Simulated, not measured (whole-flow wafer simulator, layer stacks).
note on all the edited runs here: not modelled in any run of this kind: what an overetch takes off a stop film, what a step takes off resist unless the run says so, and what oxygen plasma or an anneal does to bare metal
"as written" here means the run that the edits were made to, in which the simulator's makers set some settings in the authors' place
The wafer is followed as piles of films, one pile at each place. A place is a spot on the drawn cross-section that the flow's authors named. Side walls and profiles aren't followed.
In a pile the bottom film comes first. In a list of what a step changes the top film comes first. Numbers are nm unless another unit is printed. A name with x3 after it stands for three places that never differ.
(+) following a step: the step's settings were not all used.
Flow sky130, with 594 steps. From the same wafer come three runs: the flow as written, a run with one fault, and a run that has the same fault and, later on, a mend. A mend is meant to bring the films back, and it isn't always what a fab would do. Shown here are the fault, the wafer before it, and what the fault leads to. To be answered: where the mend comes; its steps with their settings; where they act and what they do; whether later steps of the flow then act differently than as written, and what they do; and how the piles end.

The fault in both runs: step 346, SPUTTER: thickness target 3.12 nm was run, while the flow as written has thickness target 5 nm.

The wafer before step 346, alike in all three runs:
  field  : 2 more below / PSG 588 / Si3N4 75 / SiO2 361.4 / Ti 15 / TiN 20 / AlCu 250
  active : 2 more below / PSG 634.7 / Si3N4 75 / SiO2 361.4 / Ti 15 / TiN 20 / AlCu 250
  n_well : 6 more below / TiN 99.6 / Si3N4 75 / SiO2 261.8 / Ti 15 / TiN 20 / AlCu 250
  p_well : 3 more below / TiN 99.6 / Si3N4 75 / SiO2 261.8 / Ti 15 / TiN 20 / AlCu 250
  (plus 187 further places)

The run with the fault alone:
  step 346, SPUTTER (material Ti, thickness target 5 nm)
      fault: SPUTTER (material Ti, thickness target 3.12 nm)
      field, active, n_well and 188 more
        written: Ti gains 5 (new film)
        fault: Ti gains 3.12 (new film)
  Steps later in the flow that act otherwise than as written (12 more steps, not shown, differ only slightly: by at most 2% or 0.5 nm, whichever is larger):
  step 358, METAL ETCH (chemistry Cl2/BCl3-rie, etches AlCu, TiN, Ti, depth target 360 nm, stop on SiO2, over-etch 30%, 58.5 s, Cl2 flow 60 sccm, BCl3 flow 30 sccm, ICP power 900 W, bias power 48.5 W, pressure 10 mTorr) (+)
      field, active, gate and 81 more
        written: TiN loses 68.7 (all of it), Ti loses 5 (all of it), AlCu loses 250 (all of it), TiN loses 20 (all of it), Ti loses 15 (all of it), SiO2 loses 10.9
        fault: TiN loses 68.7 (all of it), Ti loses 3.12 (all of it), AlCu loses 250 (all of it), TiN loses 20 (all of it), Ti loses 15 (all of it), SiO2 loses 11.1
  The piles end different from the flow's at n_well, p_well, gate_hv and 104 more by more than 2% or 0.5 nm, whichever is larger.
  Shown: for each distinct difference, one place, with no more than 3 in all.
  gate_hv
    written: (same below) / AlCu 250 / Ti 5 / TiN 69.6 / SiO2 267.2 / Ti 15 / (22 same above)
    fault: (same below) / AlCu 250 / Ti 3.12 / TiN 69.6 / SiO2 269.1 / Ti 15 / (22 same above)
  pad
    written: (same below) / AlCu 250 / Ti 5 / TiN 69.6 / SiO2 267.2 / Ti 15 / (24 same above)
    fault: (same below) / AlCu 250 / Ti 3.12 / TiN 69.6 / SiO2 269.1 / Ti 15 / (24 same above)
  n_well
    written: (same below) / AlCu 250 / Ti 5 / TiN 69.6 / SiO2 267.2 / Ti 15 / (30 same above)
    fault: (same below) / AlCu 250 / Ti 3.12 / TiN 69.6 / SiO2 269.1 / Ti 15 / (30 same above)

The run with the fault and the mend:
  The mend stands after step 346.
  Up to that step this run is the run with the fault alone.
  step 346a, SPUTTER (material Ti, thickness target 1.88 nm) (the flow's step 346 again, with other settings)
      field, active, n_well and 188 more
        Ti gains 1.88
  None of the later steps of the flow acts differently than as written at any place that is followed.
  The piles end the same as the flow's at every place that both follow.
